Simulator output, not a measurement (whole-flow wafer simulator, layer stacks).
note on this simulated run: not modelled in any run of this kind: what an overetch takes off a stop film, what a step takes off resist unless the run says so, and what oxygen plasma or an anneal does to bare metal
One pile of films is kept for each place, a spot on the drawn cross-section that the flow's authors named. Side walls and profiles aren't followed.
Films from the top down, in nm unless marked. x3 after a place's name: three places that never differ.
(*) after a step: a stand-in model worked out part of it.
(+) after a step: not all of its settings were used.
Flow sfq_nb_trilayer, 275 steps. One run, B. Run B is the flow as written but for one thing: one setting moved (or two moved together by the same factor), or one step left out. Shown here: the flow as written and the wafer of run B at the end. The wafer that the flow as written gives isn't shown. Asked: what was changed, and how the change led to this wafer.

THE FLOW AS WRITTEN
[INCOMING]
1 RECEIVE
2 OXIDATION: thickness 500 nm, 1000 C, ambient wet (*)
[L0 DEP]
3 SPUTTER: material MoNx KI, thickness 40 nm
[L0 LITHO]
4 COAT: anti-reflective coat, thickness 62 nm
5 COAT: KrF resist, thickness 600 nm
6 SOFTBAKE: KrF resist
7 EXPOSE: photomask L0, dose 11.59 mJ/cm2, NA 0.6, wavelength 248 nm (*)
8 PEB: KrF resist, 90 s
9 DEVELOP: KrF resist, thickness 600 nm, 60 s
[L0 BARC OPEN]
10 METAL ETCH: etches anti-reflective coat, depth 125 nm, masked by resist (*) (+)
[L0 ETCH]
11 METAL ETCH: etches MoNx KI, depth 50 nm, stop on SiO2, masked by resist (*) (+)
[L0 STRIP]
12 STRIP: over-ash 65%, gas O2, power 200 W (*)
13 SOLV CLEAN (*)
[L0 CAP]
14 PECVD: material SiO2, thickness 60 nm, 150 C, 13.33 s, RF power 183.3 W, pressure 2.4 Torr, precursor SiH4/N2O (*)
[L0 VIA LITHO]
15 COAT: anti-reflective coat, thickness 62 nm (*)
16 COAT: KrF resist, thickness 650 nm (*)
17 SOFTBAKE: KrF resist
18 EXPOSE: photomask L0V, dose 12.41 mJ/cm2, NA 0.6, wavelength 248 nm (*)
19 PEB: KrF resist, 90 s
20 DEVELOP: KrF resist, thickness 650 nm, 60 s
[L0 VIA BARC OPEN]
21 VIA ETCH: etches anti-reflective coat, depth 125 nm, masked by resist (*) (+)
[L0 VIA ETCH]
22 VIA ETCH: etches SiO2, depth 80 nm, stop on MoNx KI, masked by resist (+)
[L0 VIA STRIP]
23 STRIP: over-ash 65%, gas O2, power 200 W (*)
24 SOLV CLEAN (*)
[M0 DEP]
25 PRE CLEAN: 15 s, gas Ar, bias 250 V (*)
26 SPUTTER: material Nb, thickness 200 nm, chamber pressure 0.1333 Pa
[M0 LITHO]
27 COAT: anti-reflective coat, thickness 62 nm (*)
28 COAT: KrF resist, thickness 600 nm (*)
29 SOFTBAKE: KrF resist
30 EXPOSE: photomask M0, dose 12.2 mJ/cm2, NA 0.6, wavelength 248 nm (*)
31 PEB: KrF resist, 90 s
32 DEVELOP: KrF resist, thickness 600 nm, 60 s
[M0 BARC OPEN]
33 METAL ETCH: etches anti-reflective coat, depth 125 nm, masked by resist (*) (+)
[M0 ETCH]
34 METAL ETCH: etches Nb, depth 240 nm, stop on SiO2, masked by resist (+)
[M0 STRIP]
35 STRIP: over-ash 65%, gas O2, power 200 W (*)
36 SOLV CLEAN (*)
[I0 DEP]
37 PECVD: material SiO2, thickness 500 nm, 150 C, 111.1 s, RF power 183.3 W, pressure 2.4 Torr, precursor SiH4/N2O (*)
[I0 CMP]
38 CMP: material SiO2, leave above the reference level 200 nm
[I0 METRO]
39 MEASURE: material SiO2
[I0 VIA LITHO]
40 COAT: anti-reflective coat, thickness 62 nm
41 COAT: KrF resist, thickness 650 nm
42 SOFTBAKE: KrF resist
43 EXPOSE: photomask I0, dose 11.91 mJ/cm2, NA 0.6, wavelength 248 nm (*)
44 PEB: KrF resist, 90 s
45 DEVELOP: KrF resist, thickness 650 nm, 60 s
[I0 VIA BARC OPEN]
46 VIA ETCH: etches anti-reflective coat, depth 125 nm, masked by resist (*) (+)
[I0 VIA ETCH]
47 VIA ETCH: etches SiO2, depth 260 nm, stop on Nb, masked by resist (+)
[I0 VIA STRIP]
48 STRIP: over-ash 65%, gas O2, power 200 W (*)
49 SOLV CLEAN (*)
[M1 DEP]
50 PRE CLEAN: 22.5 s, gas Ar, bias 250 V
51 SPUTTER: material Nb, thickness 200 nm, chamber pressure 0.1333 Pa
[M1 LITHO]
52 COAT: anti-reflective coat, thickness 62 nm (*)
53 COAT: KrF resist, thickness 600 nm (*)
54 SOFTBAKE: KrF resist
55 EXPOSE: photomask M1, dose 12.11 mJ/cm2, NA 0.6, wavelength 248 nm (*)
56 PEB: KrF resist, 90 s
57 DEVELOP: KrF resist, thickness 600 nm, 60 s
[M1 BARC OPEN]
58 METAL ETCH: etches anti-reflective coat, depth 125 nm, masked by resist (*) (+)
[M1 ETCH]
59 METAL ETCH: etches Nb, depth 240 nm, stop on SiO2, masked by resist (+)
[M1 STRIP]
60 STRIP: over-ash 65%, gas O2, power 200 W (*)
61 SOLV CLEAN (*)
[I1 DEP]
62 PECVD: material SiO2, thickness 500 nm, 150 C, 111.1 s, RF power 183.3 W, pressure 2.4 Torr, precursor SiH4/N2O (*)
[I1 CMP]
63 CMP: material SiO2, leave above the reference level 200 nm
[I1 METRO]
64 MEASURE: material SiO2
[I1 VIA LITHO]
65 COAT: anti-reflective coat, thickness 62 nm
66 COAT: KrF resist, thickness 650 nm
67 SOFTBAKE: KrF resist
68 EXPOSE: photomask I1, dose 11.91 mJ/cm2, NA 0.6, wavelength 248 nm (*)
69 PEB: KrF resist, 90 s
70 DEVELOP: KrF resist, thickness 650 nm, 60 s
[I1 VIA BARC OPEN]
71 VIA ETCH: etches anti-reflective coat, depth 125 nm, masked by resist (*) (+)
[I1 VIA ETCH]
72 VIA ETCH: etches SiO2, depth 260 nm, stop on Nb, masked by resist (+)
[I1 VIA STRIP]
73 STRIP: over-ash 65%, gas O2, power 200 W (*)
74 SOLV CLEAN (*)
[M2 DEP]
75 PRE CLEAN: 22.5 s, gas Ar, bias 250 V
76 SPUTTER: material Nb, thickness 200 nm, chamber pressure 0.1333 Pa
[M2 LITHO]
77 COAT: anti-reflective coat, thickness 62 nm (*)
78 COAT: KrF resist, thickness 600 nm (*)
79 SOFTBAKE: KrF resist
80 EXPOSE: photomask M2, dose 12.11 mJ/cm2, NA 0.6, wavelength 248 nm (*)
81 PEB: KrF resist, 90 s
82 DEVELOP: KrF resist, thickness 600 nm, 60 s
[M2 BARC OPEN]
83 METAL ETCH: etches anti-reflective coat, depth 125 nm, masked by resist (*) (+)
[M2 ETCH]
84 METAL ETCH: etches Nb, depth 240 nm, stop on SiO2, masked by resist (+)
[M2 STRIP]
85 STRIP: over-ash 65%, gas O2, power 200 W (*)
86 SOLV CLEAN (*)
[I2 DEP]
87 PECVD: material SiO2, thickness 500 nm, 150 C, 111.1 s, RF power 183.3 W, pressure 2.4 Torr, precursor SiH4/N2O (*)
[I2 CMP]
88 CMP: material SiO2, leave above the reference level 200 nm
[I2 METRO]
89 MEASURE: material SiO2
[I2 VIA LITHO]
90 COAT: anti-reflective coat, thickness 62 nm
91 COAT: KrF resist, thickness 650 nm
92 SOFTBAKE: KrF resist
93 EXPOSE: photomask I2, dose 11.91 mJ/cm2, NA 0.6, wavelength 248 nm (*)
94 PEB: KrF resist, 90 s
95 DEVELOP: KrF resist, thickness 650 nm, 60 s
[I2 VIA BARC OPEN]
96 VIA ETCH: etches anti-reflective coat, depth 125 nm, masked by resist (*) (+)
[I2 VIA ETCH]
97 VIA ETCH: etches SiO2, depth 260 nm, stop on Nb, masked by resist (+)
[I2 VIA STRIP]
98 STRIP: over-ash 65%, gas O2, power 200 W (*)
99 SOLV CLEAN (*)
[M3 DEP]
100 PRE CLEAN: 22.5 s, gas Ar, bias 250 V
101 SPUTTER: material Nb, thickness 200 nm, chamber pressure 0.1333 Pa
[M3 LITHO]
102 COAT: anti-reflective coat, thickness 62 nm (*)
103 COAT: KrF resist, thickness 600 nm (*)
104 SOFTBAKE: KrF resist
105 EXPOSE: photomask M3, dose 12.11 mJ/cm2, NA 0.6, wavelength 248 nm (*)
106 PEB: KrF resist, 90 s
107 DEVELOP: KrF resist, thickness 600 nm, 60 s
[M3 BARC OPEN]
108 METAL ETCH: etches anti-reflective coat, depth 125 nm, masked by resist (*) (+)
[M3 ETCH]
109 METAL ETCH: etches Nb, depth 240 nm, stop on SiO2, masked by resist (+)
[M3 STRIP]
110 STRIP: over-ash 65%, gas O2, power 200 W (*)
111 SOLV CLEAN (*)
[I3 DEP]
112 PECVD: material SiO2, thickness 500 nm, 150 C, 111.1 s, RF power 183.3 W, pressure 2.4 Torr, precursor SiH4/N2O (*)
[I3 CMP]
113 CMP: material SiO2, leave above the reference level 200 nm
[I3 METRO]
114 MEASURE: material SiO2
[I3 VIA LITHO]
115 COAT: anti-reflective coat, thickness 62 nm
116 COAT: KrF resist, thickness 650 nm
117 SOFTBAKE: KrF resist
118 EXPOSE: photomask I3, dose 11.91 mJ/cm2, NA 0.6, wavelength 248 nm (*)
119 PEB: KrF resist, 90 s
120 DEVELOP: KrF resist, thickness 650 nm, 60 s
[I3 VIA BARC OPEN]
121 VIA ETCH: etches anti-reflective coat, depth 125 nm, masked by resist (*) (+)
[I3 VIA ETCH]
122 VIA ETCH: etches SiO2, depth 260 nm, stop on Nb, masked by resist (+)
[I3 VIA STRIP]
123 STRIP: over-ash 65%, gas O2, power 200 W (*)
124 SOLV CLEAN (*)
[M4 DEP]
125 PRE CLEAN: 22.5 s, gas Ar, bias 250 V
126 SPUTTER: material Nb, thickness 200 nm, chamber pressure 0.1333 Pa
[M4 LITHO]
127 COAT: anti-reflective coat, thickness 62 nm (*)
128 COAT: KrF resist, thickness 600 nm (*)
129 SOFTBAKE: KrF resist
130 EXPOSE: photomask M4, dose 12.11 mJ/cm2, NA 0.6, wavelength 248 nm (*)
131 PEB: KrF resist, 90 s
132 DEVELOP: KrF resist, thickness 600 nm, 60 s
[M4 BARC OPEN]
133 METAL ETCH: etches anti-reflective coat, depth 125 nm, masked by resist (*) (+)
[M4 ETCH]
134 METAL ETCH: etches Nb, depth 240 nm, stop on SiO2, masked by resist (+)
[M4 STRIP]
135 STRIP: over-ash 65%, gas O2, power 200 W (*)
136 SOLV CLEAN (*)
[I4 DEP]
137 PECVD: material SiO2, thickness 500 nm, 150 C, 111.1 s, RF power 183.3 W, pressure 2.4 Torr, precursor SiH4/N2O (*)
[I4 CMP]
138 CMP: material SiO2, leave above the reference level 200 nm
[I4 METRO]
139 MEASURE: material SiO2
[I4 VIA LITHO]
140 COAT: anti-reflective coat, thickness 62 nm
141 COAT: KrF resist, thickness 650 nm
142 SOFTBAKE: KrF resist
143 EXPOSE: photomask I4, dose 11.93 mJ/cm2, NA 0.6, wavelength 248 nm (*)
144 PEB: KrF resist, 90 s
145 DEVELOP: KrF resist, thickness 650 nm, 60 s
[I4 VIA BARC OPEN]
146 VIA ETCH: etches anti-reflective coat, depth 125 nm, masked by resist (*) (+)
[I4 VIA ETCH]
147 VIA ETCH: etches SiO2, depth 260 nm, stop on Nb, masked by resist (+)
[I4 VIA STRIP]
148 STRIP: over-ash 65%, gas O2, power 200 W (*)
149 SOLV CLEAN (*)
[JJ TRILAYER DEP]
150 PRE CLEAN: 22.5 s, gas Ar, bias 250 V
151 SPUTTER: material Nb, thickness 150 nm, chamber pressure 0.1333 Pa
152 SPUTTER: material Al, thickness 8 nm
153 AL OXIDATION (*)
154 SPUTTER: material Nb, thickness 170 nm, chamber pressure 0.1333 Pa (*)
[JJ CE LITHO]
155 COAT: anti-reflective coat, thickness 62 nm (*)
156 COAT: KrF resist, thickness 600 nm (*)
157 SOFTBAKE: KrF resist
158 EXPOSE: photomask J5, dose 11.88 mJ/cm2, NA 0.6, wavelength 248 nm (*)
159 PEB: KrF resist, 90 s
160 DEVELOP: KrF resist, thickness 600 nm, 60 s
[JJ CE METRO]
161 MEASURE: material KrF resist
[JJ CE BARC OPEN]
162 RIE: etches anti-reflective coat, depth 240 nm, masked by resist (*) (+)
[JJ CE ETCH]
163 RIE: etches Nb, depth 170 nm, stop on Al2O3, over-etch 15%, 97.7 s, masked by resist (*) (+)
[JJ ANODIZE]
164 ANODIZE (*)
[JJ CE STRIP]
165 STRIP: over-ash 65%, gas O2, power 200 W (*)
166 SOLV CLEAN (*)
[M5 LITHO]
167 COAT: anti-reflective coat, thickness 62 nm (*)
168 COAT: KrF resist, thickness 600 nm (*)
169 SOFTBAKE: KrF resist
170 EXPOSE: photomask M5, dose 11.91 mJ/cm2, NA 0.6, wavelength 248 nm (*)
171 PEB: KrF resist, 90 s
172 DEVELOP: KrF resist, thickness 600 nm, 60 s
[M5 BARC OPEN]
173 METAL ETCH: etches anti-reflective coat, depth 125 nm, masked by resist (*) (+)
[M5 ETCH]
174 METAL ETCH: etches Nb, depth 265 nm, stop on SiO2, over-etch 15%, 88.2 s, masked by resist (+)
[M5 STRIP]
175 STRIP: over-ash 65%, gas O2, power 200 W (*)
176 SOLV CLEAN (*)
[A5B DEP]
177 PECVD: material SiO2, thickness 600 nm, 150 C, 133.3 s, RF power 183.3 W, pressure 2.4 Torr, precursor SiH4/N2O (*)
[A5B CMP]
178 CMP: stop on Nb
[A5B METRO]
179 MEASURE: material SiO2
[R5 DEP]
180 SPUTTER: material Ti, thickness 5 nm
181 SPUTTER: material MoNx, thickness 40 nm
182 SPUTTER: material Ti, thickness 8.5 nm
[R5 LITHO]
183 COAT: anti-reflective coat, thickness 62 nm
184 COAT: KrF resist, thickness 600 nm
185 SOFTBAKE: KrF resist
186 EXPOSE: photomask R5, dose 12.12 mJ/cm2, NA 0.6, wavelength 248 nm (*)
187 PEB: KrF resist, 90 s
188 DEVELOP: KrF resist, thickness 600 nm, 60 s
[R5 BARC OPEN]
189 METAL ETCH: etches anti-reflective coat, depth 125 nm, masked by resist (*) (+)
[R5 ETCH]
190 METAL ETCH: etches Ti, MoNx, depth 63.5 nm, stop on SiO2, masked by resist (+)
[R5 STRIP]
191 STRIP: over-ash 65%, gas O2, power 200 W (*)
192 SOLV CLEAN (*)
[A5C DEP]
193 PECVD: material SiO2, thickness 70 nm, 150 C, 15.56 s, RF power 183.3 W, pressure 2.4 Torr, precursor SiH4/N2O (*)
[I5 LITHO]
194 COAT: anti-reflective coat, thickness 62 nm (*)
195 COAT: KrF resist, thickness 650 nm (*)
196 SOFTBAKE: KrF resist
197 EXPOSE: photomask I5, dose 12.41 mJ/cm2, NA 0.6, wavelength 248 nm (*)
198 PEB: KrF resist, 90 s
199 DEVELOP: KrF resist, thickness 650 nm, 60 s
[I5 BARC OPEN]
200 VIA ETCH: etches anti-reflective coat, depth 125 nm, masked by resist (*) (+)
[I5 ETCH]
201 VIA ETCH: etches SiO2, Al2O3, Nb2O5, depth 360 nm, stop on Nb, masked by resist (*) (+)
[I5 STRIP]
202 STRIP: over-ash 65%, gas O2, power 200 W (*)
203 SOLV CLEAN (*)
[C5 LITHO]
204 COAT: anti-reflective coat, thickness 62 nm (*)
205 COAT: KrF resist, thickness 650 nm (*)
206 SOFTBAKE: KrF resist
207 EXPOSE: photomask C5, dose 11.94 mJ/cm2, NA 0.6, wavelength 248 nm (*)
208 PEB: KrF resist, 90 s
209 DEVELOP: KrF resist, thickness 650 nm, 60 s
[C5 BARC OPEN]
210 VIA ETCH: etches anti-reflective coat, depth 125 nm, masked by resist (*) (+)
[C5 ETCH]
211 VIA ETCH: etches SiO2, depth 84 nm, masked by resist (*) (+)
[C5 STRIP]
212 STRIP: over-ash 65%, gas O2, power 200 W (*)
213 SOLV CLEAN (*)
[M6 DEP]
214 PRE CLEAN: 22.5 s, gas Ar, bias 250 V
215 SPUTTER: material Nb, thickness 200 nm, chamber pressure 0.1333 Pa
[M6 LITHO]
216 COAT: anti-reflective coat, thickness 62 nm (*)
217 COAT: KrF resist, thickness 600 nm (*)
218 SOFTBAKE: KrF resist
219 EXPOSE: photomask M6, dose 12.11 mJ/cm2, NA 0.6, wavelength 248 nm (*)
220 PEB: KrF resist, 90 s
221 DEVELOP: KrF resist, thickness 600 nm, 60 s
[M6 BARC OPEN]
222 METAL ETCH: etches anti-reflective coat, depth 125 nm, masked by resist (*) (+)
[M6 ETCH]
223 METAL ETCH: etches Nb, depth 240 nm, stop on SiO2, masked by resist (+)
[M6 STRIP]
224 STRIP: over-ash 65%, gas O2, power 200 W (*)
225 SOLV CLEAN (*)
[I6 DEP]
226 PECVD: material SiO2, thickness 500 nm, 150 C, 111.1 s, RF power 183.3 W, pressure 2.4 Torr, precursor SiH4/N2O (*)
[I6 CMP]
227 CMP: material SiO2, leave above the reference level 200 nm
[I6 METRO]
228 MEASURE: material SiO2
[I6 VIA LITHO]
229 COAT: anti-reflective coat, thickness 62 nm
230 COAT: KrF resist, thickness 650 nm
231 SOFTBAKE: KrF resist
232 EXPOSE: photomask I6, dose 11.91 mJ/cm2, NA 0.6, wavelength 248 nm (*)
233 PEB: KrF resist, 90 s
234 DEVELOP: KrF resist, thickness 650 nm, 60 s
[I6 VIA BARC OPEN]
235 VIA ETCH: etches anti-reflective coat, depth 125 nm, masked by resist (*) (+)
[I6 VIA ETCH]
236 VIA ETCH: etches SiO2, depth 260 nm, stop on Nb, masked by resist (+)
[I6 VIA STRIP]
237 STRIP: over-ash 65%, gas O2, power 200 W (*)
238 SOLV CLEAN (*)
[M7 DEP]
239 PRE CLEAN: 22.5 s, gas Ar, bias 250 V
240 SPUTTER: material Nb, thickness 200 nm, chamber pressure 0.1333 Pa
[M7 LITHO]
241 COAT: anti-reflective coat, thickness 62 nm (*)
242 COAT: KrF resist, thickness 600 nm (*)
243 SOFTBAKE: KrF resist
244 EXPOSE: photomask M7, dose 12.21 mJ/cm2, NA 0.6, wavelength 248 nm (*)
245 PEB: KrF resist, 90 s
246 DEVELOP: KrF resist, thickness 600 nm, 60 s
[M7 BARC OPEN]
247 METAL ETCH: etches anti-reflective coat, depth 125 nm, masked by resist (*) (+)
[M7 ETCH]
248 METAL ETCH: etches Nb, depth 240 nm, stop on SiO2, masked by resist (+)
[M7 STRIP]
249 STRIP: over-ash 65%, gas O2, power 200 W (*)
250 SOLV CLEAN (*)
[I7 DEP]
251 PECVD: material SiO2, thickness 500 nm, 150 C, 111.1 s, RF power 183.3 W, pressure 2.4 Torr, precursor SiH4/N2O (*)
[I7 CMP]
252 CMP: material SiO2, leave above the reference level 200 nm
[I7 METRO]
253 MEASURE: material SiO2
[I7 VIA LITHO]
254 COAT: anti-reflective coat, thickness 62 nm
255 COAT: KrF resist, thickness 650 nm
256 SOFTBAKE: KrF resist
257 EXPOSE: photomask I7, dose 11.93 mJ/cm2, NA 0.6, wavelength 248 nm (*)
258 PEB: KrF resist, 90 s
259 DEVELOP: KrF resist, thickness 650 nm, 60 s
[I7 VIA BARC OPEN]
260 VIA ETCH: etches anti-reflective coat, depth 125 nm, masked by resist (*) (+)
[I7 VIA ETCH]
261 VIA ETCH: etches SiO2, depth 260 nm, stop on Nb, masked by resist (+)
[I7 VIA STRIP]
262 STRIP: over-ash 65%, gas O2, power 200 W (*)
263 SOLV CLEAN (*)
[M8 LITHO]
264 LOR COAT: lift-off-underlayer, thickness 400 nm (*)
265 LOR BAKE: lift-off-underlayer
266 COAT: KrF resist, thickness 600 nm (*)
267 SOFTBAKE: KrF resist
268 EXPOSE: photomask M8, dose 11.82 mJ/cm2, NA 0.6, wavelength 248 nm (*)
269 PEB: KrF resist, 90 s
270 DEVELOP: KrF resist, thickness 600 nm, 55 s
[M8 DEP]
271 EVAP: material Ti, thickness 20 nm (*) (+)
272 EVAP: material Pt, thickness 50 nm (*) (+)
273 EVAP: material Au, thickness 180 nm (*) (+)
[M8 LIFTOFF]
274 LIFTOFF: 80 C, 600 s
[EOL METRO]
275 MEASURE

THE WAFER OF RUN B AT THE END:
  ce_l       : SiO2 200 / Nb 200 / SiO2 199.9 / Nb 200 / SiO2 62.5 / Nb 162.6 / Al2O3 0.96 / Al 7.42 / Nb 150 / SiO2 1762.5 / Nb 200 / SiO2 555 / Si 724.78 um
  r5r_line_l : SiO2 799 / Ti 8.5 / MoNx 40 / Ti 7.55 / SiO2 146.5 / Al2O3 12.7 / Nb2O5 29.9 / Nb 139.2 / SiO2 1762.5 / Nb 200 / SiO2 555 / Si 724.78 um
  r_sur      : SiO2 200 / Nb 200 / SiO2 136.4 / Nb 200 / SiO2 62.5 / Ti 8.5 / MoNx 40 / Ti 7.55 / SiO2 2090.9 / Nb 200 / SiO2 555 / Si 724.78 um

The cause: step 180, SPUTTER: thickness 7.55 nm was run, where the flow has thickness 5 nm.
It can be read off the wafer: r5r_line_l has Ti 7.55, and step 180 as written asks for 5 nm.

How the change led to this, step by step:
  180 SPUTTER: material Ti, thickness 5 nm
      field_l, v_sur, via_wl and 103 more: Ti +7.55 (new film) (as written it would be: Ti +5 (new film))
  190 METAL ETCH: etches Ti, MoNx, depth 63.5 nm, stop on SiO2, masked by resist (+)
      field_l, v_sur, via_wl and 92 more: Ti -8.5 (all of it), MoNx -40 (all of it), Ti -7.55 (all of it) (as written it would be: Ti -8.5 (all of it), MoNx -40 (all of it), Ti -5 (all of it))
      ce_l, c5j, ce_r, wl_jj: Ti -8.5 (all of it), MoNx -40 (all of it), Ti -7.55 (all of it), Nb -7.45 (as written it would be: Ti -8.5 (all of it), MoNx -40 (all of it), Ti -5 (all of it), Nb -10)
  194 COAT: anti-reflective coat, thickness 62 nm (*)
      ce_r: anti-reflective coat +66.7 (new film) (as written it would be: anti-reflective coat +68.1 (new film))
  202 STRIP: over-ash 65%, gas O2, power 200 W (*)
      ce_r: KrF resist -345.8 (all of it), anti-reflective coat -66.7 (all of it) (as written it would be: KrF resist -346.1 (all of it), anti-reflective coat -68.1 (all of it))
